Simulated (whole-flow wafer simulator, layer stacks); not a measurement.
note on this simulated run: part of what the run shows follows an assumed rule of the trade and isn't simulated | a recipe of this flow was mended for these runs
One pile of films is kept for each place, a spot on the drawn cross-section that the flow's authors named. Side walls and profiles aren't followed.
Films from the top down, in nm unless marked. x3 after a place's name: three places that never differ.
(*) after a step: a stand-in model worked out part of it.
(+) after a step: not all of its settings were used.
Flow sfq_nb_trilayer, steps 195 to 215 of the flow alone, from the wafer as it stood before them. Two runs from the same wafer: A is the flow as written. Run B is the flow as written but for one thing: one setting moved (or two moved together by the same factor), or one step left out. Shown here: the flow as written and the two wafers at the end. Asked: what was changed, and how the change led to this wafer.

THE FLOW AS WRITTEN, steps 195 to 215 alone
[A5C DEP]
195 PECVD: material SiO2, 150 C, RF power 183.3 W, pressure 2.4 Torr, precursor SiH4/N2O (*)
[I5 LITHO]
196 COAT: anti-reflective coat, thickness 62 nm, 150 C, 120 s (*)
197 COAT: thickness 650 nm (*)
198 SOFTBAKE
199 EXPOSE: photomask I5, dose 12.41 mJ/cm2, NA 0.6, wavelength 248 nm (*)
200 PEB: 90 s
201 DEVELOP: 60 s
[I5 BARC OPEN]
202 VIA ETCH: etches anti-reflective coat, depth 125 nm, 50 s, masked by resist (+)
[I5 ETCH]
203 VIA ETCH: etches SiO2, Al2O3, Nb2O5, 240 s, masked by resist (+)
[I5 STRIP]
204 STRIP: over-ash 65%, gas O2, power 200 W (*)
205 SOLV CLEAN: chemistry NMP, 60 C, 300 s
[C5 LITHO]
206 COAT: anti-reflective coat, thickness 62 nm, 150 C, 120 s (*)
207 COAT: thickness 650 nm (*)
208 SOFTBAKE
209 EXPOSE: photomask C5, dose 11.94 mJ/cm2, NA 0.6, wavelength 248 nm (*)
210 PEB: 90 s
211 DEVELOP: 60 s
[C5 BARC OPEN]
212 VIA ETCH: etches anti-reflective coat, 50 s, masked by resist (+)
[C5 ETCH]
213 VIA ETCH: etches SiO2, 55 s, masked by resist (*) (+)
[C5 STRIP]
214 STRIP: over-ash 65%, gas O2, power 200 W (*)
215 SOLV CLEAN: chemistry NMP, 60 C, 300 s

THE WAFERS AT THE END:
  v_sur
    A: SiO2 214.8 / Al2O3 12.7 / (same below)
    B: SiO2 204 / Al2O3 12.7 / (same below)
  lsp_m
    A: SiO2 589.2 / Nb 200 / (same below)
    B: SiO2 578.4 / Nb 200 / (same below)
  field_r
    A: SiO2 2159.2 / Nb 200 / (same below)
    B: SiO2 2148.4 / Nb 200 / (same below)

The cause: step 195, PECVD: RF power 137.9 W was run, where the flow has RF power 183.3 W.

How the change led to this, step by step:
  195 PECVD: material SiO2, 150 C, RF power 183.3 W, pressure 2.4 Torr, precursor SiH4/N2O (*)
      field_l, v_sur, via_wl and 92 more: A SiO2 +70 | B SiO2 +59.2
      ce_l, c5j, ce_r and 8 more: A SiO2 +70 (new film) | B SiO2 +59.2 (new film)
  203 VIA ETCH: etches SiO2, Al2O3, Nb2O5, 240 s, masked by resist (+)
      be: A SiO2 -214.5 (all of it), Al2O3 -12.7 (all of it), Nb2O5 -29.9 (all of it), Nb -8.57 | B SiO2 -203.7 (all of it), Al2O3 -12.7 (all of it), Nb2O5 -29.9 (all of it), Nb -9.47
  213 VIA ETCH: etches SiO2, 55 s, masked by resist (*) (+)
      c5j: A SiO2 -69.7 (all of it), Nb -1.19 | B SiO2 -58.9 (all of it), Nb -2.09
      res: A SiO2 -69.7 (all of it), Ti -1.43 | B SiO2 -58.9 (all of it), Ti -2.51
